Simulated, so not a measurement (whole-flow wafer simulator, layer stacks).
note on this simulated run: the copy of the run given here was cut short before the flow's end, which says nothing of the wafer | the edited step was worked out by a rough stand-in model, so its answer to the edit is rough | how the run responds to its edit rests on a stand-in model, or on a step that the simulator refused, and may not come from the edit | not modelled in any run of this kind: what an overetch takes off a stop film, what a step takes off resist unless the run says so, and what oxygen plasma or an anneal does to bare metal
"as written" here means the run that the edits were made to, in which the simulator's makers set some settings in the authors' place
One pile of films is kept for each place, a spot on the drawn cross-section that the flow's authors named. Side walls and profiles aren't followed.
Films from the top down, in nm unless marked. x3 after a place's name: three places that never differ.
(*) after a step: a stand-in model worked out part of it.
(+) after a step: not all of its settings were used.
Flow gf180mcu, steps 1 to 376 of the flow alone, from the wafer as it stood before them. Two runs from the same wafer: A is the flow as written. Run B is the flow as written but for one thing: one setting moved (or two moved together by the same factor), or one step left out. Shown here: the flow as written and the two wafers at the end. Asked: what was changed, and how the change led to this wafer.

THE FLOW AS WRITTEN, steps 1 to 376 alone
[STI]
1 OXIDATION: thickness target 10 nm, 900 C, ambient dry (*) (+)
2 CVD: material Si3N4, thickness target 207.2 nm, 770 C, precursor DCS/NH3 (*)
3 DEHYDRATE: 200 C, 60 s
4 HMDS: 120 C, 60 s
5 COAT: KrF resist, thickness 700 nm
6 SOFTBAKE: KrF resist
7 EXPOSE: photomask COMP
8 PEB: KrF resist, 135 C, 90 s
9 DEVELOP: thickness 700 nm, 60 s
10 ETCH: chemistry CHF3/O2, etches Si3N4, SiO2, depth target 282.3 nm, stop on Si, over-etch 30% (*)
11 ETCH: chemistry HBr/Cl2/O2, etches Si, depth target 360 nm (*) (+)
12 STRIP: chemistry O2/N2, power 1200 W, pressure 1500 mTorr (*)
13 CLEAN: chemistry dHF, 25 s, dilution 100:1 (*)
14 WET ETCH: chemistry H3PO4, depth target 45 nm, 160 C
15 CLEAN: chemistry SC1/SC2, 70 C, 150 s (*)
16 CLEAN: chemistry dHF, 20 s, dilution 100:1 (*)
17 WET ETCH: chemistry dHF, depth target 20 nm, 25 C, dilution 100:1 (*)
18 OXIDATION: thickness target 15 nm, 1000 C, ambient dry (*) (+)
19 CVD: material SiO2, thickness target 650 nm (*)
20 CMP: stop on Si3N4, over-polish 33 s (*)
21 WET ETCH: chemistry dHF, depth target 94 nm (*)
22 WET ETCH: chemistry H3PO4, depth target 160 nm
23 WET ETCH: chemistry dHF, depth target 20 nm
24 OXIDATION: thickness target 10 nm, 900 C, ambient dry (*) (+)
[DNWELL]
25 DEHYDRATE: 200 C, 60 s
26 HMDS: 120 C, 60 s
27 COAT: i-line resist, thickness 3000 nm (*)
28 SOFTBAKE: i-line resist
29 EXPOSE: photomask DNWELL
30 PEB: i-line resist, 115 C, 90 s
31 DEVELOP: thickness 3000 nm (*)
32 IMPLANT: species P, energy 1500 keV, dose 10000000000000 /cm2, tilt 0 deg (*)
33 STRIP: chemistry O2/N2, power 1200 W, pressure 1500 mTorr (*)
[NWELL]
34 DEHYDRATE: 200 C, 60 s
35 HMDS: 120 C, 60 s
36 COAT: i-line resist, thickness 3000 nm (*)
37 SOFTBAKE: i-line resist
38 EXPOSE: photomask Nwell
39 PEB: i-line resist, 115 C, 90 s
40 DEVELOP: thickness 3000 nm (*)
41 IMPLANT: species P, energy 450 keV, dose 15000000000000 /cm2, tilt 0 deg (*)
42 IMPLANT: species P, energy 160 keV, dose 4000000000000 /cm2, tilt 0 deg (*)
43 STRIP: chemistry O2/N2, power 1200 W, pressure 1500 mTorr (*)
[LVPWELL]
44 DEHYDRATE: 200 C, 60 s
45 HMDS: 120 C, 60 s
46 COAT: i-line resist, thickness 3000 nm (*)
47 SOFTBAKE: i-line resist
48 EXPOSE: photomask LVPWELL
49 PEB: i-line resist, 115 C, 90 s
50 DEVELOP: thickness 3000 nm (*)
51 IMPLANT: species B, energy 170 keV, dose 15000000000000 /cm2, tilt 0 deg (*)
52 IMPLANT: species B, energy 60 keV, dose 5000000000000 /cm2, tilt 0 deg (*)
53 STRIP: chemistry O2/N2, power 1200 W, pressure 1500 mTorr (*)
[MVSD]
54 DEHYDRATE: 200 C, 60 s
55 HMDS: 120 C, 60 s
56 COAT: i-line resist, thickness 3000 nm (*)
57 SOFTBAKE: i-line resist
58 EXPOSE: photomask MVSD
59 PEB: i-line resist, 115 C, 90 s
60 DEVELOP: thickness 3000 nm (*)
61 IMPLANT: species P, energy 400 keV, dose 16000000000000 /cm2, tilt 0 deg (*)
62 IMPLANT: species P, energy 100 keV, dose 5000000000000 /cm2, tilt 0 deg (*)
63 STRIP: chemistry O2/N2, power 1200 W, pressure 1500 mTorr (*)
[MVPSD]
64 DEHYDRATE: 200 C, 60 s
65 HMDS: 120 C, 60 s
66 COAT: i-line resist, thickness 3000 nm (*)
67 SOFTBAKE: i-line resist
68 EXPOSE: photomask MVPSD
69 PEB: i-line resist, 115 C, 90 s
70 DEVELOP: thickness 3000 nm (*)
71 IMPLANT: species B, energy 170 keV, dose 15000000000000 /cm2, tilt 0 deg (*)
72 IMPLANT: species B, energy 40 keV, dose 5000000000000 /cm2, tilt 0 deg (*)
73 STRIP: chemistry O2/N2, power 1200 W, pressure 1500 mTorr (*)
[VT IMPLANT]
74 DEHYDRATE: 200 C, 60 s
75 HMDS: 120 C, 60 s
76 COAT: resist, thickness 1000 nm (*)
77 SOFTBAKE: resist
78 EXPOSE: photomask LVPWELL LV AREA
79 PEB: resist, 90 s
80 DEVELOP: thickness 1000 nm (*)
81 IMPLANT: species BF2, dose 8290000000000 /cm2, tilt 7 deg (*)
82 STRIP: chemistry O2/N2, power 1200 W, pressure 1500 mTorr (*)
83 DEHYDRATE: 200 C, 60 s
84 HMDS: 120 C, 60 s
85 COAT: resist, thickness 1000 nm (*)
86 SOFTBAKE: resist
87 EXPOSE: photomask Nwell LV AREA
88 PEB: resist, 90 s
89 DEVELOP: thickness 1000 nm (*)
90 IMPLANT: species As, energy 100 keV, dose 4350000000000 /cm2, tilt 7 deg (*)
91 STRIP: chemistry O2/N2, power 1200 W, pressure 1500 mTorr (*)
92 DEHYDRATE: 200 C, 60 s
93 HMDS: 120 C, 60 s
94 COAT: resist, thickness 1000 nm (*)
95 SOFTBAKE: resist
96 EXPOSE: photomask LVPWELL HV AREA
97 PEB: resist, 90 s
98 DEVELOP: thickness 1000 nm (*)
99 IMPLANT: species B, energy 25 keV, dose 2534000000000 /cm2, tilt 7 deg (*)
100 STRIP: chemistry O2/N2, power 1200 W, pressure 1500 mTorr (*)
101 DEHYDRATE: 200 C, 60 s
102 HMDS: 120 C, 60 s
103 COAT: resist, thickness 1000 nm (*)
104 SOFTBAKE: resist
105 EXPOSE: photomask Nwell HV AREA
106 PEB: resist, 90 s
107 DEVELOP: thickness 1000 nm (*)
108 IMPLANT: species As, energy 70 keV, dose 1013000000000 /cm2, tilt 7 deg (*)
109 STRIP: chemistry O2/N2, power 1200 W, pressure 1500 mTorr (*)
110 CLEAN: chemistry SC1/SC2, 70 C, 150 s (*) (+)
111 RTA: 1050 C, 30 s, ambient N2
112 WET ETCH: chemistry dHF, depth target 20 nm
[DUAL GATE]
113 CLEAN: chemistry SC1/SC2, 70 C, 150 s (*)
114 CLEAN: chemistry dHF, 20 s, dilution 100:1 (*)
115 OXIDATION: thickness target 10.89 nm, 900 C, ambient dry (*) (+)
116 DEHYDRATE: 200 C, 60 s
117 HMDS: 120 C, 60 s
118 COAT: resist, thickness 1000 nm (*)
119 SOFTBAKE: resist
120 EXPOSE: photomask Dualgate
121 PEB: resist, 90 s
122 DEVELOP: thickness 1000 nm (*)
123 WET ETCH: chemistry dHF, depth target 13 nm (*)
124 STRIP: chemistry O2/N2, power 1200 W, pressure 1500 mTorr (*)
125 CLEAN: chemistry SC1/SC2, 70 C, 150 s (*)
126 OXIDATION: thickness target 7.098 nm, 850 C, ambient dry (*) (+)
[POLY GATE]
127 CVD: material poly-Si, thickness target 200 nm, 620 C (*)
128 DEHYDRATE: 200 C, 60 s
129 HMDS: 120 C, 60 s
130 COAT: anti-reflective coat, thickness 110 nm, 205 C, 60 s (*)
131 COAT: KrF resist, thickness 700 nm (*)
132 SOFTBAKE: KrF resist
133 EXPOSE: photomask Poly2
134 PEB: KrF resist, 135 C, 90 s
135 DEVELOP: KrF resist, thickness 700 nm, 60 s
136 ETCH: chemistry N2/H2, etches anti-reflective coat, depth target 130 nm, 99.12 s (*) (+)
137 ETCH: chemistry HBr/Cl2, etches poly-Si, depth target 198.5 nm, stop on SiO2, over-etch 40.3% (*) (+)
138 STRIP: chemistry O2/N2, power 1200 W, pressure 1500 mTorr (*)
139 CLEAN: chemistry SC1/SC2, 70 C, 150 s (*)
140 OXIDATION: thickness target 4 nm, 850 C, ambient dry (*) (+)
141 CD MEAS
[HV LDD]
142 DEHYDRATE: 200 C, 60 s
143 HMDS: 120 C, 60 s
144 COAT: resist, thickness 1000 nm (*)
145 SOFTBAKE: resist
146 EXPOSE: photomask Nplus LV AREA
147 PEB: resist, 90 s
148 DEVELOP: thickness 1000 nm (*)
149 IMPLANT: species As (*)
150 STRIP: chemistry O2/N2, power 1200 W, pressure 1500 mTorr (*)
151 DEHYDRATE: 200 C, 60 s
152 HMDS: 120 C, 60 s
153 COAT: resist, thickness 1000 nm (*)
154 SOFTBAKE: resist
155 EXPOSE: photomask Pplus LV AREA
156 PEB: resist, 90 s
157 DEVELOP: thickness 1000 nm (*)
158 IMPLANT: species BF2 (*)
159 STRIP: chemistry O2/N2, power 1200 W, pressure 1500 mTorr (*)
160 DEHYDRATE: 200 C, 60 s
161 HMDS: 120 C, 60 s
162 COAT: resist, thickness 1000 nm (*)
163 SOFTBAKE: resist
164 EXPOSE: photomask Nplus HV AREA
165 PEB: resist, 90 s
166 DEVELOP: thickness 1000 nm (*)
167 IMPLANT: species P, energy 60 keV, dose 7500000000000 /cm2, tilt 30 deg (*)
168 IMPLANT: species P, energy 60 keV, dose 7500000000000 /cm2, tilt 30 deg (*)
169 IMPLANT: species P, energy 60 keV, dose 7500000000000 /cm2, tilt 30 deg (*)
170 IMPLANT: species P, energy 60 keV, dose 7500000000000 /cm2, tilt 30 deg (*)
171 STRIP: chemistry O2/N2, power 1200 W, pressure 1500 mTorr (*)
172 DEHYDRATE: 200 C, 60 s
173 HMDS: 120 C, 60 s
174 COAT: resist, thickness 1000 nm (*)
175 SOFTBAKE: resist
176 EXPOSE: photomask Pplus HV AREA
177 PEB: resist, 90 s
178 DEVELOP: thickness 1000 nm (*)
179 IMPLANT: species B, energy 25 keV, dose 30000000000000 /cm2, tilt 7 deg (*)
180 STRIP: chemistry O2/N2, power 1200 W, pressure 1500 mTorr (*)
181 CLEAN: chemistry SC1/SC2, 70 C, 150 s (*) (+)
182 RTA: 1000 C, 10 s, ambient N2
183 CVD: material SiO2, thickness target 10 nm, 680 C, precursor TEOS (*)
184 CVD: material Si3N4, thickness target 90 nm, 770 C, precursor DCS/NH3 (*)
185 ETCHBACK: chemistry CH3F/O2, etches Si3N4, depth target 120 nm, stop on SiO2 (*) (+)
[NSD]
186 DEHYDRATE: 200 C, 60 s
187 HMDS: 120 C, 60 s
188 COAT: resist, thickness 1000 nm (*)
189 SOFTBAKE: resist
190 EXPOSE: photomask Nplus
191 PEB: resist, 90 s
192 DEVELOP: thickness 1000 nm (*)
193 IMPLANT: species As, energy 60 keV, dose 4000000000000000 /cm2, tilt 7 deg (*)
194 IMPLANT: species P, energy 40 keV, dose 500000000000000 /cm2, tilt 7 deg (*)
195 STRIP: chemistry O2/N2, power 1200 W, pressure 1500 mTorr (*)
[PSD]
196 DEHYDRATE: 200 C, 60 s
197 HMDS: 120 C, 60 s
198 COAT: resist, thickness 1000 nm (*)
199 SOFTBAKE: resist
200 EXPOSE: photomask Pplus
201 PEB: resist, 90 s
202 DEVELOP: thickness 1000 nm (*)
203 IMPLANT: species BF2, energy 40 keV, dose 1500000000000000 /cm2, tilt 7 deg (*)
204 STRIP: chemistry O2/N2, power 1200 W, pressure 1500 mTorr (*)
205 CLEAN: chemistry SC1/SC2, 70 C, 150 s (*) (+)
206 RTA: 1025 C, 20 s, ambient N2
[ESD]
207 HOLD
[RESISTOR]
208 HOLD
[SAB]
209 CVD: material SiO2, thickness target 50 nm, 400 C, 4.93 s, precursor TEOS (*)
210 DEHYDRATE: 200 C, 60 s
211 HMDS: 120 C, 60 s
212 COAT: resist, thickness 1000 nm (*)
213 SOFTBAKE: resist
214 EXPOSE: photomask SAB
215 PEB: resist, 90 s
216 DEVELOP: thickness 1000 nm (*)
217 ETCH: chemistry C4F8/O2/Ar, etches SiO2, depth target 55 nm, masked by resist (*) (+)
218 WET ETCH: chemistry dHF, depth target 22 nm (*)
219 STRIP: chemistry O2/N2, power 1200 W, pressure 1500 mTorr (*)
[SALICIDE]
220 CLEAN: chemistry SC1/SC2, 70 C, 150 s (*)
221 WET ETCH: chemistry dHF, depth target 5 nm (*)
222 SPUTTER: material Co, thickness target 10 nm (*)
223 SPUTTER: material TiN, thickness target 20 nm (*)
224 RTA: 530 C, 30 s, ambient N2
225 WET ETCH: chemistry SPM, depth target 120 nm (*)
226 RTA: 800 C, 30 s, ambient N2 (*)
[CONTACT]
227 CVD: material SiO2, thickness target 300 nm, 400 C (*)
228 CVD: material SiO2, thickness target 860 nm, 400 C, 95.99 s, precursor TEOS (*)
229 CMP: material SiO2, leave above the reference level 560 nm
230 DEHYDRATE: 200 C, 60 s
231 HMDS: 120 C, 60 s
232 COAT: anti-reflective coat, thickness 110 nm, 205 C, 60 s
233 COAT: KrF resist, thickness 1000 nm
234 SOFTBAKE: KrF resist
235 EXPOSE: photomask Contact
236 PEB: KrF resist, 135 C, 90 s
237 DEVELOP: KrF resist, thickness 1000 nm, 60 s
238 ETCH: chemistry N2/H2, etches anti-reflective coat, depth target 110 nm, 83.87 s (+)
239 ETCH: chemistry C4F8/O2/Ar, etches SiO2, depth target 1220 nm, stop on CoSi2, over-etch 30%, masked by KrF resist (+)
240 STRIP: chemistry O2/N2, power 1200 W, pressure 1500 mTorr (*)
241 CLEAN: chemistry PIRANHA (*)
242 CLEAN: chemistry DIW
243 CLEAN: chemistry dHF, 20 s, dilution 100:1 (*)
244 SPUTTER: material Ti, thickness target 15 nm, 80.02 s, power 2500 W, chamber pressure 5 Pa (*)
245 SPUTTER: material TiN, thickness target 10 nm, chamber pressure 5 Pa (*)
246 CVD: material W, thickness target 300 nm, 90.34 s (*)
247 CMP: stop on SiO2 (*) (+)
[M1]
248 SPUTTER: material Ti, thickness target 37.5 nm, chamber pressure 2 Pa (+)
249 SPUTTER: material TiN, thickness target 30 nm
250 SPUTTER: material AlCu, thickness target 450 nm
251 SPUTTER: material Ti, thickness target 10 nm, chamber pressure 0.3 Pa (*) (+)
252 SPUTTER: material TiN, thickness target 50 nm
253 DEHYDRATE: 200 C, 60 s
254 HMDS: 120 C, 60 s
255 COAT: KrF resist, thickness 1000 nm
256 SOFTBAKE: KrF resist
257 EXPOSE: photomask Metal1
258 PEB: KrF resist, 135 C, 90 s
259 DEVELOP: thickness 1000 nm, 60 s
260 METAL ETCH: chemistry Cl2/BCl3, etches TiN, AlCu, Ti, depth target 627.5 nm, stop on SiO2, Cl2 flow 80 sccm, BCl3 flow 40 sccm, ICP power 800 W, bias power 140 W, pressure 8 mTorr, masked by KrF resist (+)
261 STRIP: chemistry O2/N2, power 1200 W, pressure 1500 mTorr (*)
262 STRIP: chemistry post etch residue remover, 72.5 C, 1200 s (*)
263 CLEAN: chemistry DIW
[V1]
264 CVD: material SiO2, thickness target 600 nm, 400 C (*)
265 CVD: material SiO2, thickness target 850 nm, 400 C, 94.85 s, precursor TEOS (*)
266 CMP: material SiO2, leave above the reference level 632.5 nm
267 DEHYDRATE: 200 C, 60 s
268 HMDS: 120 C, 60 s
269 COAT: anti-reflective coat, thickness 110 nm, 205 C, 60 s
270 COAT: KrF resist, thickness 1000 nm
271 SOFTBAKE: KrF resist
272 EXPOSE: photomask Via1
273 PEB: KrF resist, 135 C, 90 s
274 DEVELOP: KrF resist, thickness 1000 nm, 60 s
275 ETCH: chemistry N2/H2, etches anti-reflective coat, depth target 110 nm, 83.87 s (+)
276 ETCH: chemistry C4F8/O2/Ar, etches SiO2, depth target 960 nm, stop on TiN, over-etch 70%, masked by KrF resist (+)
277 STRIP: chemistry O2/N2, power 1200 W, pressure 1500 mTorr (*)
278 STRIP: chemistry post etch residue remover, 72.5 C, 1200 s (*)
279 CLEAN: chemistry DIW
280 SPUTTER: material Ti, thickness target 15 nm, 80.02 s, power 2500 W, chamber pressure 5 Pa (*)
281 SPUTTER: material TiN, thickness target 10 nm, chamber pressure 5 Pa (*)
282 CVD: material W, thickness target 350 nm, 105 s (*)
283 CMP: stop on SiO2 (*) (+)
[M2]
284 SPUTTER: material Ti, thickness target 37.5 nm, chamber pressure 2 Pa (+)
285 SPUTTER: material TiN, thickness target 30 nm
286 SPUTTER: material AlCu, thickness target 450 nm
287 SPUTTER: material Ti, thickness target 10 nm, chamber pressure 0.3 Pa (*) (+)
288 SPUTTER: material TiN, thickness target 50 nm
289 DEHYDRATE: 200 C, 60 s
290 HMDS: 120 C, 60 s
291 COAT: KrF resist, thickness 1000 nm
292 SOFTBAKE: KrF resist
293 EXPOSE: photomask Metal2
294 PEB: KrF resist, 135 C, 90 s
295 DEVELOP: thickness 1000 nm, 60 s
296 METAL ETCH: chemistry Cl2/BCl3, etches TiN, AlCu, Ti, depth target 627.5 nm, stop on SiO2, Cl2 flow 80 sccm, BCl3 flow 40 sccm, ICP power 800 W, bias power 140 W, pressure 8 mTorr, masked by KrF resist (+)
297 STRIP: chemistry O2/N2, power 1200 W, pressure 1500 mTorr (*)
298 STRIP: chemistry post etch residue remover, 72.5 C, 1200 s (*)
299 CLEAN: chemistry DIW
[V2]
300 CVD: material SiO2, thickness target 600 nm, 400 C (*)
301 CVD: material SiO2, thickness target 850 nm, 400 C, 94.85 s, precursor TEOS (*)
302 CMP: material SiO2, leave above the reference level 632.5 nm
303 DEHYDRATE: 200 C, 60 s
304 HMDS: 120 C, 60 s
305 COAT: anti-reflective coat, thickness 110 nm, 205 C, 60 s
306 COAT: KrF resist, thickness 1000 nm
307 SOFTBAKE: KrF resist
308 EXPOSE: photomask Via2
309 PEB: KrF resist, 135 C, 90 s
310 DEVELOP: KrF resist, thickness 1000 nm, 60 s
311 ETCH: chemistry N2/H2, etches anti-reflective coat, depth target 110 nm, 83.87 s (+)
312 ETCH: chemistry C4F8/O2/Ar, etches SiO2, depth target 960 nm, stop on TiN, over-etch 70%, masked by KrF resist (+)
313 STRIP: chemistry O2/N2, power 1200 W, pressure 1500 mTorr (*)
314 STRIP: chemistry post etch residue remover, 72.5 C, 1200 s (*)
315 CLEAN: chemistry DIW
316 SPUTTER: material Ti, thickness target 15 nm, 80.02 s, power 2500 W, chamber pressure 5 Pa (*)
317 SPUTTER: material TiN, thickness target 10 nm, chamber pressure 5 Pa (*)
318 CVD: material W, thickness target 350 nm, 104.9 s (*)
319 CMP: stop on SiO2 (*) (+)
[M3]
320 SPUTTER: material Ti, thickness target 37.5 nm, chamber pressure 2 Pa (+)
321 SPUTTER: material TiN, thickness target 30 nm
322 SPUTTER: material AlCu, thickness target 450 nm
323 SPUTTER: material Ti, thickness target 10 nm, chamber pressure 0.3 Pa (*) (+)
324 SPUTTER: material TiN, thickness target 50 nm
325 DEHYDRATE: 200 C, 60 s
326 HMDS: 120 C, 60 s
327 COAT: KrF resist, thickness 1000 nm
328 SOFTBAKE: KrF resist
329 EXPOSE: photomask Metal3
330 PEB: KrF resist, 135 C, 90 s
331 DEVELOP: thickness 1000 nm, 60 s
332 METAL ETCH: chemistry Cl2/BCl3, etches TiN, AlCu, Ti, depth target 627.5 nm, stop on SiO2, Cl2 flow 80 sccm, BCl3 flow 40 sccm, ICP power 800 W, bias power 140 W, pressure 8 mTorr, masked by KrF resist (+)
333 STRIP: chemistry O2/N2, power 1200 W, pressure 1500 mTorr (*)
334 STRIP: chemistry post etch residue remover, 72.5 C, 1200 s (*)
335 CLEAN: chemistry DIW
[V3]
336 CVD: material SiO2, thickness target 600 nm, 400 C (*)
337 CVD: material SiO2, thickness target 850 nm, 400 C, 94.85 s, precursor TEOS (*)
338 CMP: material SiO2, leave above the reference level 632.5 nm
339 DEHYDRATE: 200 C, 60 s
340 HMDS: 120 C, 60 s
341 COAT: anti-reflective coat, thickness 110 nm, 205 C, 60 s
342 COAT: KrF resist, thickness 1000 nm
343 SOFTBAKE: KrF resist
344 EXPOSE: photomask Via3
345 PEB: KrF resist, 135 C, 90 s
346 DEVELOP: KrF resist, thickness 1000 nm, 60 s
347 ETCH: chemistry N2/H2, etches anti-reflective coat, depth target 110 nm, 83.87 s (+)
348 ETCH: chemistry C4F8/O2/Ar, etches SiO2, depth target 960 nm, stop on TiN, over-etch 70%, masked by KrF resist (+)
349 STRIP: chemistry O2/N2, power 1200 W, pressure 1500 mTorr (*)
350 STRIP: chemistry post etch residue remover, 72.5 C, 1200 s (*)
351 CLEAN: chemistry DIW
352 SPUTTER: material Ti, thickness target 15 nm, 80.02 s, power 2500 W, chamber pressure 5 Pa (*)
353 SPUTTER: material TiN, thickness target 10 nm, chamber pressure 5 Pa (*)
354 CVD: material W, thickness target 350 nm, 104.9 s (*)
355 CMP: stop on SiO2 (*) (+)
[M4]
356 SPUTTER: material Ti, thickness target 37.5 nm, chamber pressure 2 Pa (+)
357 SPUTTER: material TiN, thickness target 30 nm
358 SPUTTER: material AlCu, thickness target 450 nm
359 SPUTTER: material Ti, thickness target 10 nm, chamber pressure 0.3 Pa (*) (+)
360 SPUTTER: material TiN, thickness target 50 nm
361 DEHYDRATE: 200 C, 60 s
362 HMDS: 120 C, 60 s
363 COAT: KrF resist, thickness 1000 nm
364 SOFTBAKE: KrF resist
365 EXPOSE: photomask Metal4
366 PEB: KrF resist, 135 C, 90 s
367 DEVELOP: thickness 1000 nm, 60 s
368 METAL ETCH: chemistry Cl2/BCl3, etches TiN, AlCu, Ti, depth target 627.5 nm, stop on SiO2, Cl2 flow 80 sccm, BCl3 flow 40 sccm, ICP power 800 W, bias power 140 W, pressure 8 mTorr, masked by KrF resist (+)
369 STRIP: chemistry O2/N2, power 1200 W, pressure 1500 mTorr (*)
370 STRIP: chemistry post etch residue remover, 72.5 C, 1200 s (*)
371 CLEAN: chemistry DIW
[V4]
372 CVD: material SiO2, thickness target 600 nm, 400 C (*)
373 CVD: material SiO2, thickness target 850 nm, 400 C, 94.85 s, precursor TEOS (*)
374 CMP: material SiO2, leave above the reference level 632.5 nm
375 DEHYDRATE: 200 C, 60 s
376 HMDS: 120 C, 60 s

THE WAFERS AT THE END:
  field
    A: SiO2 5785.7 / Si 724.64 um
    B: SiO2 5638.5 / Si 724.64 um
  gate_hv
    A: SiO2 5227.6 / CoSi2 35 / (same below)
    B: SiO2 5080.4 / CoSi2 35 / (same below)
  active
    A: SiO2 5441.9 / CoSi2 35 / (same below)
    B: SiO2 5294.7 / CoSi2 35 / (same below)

The cause: step 373, CVD: 43.87 s was run, where the flow has 94.85 s.

How the change led to this, step by step:
  373 CVD: material SiO2, thickness target 850 nm, 400 C, 94.85 s, precursor TEOS (*)
      field, field__w1, field__w2 and 108 more: A SiO2 +850 | B SiO2 +402.8
  374 CMP: material SiO2, leave above the reference level 632.5 nm
      field, field__w1, field__w2 and 103 more: A SiO2 -300 | B nothing
      field__w8, contact, m1, m1__w1, m1_nw: A SiO2 -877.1 | B SiO2 -429.9
